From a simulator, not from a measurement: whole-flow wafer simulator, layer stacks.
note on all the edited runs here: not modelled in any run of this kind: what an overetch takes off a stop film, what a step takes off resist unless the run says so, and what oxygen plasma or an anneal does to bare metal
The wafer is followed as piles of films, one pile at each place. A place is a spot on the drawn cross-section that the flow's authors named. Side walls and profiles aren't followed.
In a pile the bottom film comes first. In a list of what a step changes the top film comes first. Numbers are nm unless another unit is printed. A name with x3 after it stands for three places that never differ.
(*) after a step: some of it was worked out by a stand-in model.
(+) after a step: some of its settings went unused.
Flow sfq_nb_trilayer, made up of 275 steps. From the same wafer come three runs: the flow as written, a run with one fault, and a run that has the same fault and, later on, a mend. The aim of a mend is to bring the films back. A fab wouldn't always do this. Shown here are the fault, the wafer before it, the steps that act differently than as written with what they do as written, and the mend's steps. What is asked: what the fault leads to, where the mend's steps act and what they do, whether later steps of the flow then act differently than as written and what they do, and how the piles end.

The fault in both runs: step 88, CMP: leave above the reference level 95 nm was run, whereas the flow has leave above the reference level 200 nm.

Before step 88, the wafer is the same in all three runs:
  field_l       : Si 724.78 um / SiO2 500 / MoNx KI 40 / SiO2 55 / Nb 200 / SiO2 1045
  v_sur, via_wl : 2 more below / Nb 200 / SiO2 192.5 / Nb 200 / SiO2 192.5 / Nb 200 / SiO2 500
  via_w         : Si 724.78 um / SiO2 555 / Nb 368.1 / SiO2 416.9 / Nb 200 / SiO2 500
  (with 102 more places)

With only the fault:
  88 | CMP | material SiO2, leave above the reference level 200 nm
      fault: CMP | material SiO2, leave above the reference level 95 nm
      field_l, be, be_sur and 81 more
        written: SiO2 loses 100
        fault: SiO2 loses 205
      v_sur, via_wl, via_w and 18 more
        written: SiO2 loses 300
        fault: SiO2 loses 405
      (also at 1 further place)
  Steps further on in the flow that do not act as written (not shown: 3 more steps that differ only slightly, by at most 2% or 0.5 nm, whichever is larger):
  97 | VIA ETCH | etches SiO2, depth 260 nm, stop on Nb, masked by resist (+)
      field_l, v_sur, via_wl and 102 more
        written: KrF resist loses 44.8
        fault: KrF resist loses 24.5
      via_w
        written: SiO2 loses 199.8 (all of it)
        fault: SiO2 loses 94.8 (all of it)
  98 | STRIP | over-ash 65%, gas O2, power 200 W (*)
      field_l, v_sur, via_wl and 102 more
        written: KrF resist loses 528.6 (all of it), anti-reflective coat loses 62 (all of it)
        fault: KrF resist loses 548.9 (all of it), anti-reflective coat loses 62 (all of it)
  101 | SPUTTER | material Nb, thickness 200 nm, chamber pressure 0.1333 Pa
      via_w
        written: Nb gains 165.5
        fault: Nb gains 189
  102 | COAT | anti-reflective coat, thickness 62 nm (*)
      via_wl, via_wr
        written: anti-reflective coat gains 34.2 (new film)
        fault: anti-reflective coat gains 35.9 (new film)
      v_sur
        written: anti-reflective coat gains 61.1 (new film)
        fault: anti-reflective coat gains 57.4 (new film)
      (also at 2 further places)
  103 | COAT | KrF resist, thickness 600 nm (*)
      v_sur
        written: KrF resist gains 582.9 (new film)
        fault: KrF resist gains 595 (new film)
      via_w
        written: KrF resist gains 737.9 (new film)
        fault: KrF resist gains 648.4 (new film)
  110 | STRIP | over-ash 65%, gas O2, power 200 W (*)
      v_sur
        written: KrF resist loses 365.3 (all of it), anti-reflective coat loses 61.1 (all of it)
        fault: KrF resist loses 377.4 (all of it), anti-reflective coat loses 57.4 (all of it)
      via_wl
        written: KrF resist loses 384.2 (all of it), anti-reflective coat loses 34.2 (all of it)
        fault: KrF resist loses 395.3 (all of it), anti-reflective coat loses 35.9 (all of it)
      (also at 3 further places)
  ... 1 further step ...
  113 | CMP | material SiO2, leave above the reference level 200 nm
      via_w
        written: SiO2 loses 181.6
        fault: SiO2 loses 195.1
  By the end, the piles at field_l, v_sur, via_wl and 103 more depart from the flow's by more than 2% or 0.5 nm, whichever is larger.
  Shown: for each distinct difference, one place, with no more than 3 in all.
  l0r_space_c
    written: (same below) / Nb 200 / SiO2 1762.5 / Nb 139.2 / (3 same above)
    fault: (same below) / Nb 200 / SiO2 1657.5 / Nb 139.2 / (3 same above)
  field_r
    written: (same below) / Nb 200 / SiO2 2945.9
    fault: (same below) / Nb 200 / SiO2 2840.9
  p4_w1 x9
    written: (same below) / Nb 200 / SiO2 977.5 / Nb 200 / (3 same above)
    fault: (same below) / Nb 200 / SiO2 872.5 / Nb 200 / (3 same above)

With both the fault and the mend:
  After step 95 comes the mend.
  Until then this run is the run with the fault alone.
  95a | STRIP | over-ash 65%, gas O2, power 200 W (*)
      field_l, v_sur, via_wl and 102 more
        KrF resist loses 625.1 (all of it), anti-reflective coat loses 62 (all of it)
      via_w
        anti-reflective coat loses 62 (all of it)
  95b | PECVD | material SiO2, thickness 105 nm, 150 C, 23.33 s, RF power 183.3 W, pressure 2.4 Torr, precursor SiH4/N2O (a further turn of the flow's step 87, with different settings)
      field_l, v_sur, via_wl and 103 more
        SiO2 gains 105
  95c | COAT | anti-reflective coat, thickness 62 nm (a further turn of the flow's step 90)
      field_l, v_sur, via_wl and 103 more
        anti-reflective coat gains 62 (new film)
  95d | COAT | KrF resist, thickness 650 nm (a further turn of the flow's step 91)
      field_l, v_sur, via_wl and 103 more
        KrF resist gains 650 (new film)
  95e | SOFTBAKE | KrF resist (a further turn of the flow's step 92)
      alters no film at any place that is followed
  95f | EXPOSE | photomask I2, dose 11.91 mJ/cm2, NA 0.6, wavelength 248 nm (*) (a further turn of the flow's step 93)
      alters no film at any place that is followed
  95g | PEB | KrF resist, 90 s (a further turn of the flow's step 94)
      field_l, v_sur, via_wl and 103 more
        KrF resist loses 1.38
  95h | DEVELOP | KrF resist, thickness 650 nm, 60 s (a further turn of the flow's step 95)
      field_l, v_sur, via_wl and 102 more
        KrF resist loses 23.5
      via_w
        KrF resist loses 648.6 (all of it)
  None of the later steps of the flow differs from how it acts as written, at any place that is followed, by more than 2% or 0.5 nm, whichever is larger.
  By the end, the piles equal the flow's at every place that both follow.
